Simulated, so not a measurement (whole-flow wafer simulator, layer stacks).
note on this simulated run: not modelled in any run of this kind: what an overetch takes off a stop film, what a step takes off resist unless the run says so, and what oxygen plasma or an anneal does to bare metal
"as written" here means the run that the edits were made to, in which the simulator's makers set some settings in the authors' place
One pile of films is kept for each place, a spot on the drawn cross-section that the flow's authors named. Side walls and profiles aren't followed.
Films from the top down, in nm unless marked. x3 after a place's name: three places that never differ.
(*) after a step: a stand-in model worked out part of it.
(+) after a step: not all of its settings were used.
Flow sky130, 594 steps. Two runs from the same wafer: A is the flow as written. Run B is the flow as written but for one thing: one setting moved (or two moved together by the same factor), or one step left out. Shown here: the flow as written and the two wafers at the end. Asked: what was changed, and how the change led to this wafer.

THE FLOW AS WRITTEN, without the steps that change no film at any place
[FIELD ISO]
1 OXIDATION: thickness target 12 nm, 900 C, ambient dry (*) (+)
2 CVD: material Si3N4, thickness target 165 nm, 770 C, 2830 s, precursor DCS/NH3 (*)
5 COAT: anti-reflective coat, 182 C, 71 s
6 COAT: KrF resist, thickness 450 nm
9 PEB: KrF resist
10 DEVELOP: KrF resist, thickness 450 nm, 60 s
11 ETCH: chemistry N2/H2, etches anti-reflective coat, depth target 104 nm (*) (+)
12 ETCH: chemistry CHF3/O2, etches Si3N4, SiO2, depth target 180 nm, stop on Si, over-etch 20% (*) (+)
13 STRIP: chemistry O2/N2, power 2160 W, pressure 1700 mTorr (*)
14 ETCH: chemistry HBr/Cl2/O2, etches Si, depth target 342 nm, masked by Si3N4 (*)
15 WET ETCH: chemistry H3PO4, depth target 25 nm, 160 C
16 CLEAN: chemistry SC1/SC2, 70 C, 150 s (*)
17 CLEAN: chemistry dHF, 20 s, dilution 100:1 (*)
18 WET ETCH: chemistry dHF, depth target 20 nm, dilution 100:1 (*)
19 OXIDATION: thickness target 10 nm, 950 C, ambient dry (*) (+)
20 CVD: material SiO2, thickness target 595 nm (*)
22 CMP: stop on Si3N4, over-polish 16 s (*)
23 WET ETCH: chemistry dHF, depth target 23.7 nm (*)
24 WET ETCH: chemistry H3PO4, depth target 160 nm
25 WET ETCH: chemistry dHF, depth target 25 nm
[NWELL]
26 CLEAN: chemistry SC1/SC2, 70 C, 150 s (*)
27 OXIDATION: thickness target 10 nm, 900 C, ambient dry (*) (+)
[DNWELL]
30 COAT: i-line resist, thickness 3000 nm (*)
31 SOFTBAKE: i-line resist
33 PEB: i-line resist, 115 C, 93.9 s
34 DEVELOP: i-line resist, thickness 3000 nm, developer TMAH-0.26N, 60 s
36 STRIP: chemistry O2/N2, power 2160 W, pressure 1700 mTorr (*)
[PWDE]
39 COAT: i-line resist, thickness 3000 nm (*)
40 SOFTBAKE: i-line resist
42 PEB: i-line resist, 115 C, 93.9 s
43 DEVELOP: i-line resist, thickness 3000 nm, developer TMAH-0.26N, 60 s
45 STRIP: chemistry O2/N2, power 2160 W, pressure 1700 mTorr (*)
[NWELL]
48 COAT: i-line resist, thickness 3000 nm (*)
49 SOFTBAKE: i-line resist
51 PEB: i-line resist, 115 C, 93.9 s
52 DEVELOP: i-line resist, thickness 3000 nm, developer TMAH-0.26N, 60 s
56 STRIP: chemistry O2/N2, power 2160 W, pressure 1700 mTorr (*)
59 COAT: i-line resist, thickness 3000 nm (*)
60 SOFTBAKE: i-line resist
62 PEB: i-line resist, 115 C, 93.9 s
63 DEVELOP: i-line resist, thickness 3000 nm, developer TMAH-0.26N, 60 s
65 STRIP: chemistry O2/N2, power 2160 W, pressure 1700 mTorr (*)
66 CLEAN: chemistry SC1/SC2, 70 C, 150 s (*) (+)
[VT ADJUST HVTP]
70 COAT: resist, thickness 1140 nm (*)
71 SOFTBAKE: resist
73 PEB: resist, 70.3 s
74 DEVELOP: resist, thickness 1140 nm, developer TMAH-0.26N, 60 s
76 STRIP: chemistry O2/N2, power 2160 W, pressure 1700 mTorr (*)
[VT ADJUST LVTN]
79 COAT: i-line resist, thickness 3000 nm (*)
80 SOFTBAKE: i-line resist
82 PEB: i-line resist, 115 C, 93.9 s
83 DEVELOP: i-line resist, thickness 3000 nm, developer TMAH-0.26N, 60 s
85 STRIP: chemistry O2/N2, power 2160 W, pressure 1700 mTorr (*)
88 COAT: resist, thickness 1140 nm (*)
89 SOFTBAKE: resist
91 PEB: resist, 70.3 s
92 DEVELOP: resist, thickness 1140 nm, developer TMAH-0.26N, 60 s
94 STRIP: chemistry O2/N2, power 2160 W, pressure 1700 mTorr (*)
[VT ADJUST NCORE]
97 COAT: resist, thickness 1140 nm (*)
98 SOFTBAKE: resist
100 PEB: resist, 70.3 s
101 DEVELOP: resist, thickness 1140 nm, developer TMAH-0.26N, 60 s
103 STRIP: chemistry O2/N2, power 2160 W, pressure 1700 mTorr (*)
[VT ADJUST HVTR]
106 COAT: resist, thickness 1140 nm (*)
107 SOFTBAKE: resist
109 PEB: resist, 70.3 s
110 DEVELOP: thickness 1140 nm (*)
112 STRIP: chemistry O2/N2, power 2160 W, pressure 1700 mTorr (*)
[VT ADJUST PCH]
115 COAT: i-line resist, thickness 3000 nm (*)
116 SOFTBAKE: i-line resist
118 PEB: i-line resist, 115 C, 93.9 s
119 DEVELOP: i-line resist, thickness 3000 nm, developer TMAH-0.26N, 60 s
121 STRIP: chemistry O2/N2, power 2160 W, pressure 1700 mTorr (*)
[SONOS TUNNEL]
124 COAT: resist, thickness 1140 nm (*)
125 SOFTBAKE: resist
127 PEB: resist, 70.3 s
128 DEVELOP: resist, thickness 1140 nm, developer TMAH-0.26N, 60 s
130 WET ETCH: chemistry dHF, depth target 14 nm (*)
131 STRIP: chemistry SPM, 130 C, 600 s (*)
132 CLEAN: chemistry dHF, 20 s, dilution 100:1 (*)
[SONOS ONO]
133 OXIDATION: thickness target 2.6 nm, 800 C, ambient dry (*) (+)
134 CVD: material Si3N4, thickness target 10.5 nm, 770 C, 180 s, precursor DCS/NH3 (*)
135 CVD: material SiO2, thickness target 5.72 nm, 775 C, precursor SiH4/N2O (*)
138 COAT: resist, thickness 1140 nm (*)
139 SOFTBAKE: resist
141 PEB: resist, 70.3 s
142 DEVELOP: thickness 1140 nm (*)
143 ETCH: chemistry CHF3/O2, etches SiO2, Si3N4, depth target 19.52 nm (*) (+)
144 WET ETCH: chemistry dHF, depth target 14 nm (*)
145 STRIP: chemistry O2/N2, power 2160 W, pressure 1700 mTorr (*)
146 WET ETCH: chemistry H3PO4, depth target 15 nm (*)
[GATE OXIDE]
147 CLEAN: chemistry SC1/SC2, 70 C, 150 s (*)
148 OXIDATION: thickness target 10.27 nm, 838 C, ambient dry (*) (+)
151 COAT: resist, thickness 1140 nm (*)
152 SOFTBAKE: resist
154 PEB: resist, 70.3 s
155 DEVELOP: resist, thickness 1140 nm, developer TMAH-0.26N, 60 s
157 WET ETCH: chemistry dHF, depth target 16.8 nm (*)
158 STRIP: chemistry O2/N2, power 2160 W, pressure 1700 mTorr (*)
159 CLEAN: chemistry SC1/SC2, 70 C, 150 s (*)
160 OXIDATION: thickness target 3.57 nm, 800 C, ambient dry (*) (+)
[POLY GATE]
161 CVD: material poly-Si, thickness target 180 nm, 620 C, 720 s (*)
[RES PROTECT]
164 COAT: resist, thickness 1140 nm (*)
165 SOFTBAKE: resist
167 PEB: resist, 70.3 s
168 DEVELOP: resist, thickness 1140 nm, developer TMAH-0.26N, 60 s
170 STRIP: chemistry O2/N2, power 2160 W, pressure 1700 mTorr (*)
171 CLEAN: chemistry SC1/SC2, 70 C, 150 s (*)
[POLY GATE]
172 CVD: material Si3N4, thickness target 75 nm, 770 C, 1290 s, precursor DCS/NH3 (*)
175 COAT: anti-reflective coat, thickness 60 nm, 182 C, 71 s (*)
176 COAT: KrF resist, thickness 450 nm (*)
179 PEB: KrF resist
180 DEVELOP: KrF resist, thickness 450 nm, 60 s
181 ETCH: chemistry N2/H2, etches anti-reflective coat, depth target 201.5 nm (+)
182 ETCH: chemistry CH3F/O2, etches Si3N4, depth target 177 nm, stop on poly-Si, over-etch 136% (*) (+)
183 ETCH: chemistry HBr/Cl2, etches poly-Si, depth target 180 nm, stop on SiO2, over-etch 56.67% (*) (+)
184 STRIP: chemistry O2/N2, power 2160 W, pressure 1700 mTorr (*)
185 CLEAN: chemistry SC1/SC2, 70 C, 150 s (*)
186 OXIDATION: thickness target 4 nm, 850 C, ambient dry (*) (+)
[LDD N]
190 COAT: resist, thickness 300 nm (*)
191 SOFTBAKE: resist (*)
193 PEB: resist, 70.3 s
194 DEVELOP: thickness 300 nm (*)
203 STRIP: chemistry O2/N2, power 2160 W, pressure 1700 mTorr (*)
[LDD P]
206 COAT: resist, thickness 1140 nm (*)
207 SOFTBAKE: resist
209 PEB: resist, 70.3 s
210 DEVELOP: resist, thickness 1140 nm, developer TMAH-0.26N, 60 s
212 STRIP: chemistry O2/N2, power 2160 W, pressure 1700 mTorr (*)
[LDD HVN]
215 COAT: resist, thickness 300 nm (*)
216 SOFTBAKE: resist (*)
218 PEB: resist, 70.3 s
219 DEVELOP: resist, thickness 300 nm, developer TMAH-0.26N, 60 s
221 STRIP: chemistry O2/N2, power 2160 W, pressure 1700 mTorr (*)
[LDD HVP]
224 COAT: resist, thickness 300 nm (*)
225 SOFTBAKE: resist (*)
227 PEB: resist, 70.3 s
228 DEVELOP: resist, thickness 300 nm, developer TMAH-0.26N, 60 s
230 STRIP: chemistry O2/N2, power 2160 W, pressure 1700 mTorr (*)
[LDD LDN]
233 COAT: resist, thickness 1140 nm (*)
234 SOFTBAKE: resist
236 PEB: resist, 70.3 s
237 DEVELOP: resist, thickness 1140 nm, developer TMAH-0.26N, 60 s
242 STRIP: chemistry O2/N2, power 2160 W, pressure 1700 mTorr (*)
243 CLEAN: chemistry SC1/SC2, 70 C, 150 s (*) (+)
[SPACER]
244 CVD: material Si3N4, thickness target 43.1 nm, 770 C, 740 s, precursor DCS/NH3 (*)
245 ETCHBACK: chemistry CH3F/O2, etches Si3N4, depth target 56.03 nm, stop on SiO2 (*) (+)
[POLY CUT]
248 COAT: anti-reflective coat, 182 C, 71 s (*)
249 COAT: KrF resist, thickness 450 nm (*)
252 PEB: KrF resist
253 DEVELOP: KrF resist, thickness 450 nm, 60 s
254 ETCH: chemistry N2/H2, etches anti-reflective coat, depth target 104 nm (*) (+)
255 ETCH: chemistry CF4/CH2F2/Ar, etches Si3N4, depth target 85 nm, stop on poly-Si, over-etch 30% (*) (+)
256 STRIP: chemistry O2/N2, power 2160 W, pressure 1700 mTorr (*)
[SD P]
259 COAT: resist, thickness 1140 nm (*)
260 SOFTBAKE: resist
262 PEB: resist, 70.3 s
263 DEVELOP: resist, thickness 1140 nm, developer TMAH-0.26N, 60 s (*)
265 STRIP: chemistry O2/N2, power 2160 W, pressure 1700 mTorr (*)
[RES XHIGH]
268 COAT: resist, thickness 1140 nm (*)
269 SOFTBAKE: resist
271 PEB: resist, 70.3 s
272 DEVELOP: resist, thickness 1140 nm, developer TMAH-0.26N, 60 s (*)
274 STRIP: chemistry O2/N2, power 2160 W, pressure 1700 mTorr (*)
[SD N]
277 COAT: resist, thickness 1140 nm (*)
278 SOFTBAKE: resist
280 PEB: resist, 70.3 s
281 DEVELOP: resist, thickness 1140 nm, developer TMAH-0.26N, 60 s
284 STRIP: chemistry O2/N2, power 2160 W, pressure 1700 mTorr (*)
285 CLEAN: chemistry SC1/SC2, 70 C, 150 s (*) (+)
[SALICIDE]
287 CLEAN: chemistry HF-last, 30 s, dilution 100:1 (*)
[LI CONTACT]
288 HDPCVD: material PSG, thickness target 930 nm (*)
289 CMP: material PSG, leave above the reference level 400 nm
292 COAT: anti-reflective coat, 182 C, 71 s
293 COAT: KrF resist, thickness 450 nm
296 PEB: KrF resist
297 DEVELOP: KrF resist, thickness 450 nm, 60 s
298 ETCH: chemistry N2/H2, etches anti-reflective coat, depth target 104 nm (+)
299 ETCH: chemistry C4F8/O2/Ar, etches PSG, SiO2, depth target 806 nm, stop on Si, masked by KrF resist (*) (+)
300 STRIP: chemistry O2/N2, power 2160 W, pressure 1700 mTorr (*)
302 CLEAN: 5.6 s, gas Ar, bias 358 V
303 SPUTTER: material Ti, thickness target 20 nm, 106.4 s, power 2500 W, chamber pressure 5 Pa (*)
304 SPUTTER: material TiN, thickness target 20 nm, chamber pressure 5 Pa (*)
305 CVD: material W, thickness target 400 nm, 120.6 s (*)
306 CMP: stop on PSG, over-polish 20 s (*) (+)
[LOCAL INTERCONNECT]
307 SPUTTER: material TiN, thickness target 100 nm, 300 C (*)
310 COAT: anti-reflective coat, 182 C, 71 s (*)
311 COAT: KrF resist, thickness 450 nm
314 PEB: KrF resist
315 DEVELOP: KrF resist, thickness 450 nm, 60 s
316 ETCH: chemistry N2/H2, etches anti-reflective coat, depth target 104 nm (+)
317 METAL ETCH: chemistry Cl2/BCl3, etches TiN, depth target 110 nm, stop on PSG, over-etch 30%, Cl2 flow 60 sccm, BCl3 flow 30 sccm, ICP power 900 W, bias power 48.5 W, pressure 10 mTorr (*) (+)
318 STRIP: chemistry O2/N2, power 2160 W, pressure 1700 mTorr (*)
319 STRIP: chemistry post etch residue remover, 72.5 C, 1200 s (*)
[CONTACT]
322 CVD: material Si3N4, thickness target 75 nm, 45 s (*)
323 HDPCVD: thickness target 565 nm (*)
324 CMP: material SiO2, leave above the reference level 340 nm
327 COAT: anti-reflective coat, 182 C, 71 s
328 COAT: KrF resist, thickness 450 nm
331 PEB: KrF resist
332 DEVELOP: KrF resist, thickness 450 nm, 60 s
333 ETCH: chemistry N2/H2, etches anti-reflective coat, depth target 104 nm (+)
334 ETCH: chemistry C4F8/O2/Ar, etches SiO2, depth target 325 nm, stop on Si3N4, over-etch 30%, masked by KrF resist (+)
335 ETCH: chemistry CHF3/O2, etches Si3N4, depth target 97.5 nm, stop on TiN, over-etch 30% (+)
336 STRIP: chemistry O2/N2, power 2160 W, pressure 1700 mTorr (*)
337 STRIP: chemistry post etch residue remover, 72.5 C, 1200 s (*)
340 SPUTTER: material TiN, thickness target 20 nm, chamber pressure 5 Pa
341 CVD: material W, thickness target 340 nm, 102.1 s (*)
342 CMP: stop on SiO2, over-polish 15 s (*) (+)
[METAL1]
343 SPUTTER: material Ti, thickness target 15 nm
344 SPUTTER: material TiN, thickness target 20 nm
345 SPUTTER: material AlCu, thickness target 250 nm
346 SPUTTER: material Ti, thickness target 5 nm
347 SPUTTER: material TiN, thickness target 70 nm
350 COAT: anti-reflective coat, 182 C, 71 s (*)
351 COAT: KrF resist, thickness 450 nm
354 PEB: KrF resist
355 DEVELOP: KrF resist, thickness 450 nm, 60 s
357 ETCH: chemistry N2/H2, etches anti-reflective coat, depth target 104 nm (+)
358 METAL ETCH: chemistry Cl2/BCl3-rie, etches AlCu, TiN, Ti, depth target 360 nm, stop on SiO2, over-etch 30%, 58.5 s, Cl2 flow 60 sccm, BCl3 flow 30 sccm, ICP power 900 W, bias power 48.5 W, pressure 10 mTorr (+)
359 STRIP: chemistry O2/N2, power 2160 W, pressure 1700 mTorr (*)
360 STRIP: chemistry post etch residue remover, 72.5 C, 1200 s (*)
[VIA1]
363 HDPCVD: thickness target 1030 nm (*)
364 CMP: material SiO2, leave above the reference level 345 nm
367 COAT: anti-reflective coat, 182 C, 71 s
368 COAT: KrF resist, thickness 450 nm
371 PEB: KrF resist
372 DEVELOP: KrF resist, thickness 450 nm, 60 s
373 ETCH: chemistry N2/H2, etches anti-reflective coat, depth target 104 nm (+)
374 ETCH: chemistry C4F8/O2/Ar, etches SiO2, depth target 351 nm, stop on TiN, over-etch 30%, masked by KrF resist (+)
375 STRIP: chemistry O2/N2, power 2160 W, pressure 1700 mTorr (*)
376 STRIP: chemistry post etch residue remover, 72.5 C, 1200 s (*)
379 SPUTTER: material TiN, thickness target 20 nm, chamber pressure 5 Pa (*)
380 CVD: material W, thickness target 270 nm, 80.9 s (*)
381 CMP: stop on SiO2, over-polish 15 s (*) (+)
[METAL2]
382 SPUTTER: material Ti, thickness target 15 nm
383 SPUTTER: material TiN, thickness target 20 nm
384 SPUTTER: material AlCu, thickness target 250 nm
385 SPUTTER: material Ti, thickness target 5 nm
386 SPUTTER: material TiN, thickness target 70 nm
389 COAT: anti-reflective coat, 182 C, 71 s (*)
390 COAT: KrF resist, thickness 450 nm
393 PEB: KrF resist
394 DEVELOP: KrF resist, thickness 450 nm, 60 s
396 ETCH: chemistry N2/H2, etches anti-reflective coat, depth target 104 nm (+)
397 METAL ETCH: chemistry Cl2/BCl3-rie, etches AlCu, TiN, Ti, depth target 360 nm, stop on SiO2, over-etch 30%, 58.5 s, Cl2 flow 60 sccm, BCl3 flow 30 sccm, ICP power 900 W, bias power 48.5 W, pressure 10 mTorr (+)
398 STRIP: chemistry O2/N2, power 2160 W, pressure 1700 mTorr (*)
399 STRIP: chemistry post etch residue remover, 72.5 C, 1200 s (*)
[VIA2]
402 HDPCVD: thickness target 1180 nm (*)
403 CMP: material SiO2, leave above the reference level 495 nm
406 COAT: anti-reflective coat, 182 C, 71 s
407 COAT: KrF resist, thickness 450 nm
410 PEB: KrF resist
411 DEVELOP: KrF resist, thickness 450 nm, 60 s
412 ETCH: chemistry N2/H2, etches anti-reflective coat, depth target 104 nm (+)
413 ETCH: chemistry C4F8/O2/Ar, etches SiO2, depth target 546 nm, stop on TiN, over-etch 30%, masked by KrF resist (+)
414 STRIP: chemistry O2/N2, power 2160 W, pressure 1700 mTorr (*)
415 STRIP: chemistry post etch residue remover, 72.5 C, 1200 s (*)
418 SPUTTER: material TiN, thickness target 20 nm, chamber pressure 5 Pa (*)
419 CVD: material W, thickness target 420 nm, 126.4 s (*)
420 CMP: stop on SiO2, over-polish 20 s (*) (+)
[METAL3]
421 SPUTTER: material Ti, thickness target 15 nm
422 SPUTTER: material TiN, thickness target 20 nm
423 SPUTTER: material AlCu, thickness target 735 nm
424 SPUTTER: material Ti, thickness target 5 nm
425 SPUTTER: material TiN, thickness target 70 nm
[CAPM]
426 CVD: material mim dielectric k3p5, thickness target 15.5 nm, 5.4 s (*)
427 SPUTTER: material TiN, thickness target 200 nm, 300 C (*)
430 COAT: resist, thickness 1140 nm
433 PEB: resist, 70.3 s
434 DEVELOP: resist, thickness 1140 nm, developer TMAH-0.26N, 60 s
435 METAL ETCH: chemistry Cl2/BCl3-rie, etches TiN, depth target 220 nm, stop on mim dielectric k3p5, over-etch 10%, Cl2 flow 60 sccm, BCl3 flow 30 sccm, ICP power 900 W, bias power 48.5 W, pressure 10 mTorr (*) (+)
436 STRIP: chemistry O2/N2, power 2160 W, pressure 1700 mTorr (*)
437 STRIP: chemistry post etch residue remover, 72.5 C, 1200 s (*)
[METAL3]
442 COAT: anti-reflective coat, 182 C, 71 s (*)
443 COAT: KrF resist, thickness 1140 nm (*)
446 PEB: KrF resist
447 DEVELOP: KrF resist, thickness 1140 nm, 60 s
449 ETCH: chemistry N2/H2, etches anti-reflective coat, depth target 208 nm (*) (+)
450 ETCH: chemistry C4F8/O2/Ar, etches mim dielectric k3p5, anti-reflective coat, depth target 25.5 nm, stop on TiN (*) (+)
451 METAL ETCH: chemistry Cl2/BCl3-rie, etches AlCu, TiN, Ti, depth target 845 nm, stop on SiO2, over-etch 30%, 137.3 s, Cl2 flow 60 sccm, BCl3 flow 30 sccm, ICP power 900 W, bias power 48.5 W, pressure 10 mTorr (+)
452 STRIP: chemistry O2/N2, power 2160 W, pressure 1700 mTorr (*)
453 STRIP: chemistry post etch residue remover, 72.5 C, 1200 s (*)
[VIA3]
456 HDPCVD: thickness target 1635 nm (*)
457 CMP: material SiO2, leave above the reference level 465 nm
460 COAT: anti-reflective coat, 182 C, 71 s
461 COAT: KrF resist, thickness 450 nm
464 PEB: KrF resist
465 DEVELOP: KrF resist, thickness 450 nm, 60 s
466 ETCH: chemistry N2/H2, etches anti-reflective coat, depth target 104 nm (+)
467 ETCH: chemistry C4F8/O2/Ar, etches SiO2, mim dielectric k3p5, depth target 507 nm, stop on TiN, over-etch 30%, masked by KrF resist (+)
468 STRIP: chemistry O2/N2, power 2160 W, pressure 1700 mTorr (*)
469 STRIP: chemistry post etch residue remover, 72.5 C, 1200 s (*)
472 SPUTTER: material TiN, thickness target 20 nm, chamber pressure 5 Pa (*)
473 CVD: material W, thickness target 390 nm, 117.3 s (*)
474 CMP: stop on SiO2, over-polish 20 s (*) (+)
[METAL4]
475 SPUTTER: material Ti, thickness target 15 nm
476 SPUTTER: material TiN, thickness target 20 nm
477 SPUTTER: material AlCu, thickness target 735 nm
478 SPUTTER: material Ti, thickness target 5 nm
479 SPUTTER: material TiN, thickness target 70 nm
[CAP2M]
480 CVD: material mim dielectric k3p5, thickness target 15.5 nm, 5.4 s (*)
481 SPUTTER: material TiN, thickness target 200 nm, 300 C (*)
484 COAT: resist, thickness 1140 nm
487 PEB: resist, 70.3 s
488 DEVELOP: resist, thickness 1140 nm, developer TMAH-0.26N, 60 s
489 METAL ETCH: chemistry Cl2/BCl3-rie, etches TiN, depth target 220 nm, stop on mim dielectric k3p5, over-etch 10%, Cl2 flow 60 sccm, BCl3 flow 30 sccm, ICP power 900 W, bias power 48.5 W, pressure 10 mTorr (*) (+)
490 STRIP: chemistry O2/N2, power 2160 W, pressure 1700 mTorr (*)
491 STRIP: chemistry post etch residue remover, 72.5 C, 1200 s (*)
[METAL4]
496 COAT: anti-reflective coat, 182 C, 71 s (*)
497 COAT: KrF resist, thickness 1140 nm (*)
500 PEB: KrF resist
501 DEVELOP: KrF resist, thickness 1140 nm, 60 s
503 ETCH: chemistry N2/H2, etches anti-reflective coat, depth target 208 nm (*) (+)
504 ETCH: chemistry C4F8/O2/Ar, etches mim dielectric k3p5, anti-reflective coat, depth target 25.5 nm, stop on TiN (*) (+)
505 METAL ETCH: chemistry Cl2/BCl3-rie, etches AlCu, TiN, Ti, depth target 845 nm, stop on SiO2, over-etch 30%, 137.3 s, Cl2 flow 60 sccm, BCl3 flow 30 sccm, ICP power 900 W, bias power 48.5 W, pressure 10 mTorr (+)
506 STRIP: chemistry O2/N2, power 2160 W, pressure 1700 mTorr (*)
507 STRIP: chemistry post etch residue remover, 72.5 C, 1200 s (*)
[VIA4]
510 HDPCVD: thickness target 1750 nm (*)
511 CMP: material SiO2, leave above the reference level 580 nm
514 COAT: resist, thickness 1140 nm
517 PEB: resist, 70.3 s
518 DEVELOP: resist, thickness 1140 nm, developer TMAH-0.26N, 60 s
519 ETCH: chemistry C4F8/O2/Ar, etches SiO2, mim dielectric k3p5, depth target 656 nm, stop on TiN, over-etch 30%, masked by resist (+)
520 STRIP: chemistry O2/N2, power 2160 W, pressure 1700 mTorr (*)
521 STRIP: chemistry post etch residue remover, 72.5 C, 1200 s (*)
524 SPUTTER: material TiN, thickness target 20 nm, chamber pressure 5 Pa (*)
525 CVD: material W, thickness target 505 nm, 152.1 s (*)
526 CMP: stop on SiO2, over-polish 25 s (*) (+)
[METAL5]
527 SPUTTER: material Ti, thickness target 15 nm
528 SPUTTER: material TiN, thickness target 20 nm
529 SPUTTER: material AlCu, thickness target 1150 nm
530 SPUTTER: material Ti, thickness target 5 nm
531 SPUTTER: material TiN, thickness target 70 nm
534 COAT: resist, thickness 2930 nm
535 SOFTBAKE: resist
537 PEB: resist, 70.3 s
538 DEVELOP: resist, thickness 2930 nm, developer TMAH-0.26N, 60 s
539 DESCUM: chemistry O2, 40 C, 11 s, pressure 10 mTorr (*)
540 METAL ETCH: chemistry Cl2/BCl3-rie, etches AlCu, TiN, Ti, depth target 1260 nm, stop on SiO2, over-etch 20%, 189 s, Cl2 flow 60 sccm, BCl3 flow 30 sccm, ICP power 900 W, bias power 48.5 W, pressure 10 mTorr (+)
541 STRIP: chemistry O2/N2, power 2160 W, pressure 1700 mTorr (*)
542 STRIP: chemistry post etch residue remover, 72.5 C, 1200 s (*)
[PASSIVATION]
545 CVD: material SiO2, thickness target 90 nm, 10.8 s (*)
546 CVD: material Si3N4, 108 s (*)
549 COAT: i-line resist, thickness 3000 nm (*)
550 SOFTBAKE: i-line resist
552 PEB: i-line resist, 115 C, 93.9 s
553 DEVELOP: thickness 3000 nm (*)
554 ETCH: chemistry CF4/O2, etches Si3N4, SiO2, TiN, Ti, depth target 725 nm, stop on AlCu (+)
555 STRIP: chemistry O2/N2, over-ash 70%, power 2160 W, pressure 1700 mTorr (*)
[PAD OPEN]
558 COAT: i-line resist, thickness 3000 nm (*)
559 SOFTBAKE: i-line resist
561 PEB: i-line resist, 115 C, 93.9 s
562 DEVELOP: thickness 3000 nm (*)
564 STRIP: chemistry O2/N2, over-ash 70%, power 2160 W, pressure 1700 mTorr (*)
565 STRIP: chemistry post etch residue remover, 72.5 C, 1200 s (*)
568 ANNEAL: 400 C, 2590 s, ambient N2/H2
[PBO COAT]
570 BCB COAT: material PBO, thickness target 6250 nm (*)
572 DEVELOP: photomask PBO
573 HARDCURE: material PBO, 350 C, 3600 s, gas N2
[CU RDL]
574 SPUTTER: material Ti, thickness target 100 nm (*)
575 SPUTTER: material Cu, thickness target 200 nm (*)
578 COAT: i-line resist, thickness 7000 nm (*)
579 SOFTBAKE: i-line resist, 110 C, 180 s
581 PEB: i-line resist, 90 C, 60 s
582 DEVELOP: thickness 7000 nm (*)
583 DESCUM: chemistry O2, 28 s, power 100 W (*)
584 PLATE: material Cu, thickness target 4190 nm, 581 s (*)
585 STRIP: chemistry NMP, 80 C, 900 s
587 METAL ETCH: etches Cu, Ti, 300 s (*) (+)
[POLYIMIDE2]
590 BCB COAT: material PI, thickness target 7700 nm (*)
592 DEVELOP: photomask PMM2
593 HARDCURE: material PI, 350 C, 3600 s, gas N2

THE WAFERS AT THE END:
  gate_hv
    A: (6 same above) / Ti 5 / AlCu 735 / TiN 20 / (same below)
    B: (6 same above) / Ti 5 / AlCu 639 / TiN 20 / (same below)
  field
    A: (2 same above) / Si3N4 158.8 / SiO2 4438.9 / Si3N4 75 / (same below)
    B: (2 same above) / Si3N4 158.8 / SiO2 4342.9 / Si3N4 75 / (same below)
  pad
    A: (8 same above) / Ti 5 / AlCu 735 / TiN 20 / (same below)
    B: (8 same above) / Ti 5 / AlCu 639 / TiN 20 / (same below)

The cause: step 477, SPUTTER: thickness target 639 nm was run, where the flow has thickness target 735 nm.
It can be read off the wafer: gate_hv has AlCu 639, and step 477 as written asks for 735 nm.

How the change led to this, step by step:
  477 SPUTTER: material AlCu, thickness target 735 nm
      field, active, n_well and 189 more: A AlCu +735 (new film) | B AlCu +639 (new film)
  505 METAL ETCH: chemistry Cl2/BCl3-rie, etches AlCu, TiN, Ti, depth target 845 nm, stop on SiO2, over-etch 30%, 137.3 s, Cl2 flow 60 sccm, BCl3 flow 30 sccm, ICP power 900 W, bias power 48.5 W, pressure 10 mTorr (+)
      field, gate, spacer and 61 more: A TiN -70 (all of it), Ti -5 (all of it), AlCu -735 (all of it), TiN -20 (all of it), Ti -15 (all of it), SiO2 -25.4 | B TiN -70 (all of it), Ti -5 (all of it), AlCu -639 (all of it), TiN -20 (all of it), Ti -15 (all of it), SiO2 -34.9
      vpp_iso1, m1_ln, poly_licon and 8 more: A TiN -70 (all of it), Ti -5 (all of it), AlCu -735 (all of it), TiN -20 (all of it), Ti -15 (all of it), SiO2 -25.3 | B TiN -70 (all of it), Ti -5 (all of it), AlCu -639 (all of it), TiN -20 (all of it), Ti -15 (all of it), SiO2 -34.9
      (and at 13 more places)
  511 CMP: material SiO2, leave above the reference level 580 nm
      field, active, gate and 67 more: A SiO2 -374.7 | B SiO2 -461.1
      vpp_ln, vpp_iso2, mim_edge_plate and 7 more: A SiO2 -374.7 | B SiO2 -461
      (and at 8 more places)
